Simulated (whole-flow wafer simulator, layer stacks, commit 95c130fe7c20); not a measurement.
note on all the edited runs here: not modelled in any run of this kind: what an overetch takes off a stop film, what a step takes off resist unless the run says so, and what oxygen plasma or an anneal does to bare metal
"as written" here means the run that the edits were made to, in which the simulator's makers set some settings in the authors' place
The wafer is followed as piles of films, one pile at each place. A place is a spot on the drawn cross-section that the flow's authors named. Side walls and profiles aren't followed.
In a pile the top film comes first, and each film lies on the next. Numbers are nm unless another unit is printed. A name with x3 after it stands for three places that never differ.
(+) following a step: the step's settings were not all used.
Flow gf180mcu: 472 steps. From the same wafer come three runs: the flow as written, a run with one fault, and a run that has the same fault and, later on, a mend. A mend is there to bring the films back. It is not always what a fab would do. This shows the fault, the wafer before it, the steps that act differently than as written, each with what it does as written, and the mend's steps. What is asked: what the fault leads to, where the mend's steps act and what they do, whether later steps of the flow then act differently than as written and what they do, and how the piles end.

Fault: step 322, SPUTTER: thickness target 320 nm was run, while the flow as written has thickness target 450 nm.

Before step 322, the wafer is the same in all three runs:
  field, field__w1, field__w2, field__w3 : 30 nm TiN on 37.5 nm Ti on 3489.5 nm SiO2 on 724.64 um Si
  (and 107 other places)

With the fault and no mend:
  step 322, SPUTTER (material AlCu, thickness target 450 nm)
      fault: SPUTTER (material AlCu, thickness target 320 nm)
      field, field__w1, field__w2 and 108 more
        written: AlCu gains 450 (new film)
        fault: AlCu gains 320 (new film)
  Steps later in the flow that act otherwise than as written:
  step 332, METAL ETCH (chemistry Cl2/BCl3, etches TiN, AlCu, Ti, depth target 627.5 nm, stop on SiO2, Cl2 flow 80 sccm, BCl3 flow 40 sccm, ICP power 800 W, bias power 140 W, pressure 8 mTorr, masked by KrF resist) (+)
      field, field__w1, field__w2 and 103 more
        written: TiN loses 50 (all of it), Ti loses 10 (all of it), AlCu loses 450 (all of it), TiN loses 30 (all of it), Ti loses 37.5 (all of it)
        fault: TiN loses 50 (all of it), Ti loses 10 (all of it), AlCu loses 320 (all of it), TiN loses 30 (all of it), Ti loses 37.5 (all of it)
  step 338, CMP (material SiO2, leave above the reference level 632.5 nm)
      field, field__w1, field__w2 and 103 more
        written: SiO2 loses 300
        fault: SiO2 loses 430
  At field__w4, field__w8, contact and 9 more, the piles at the end differ from the flow's by more than 2% or 0.5 nm, whichever is larger.
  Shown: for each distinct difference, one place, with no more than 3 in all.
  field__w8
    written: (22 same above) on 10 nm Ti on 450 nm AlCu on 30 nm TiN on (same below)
    fault: (22 same above) on 10 nm Ti on 320 nm AlCu on 30 nm TiN on (same below)
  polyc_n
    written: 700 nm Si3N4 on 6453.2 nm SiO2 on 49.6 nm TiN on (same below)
    fault: 700 nm Si3N4 on 6323.2 nm SiO2 on 49.6 nm TiN on (same below)
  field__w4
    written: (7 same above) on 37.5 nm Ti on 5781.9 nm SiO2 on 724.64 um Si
    fault: (7 same above) on 37.5 nm Ti on 5651.9 nm SiO2 on 724.64 um Si

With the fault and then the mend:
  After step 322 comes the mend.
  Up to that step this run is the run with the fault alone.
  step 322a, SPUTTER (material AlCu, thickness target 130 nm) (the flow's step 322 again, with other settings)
      field, field__w1, field__w2 and 108 more
        AlCu gains 130
  Later steps of the flow that are run all act as written at every place that is followed.
  The piles end the same as the flow's at every place that both follow.
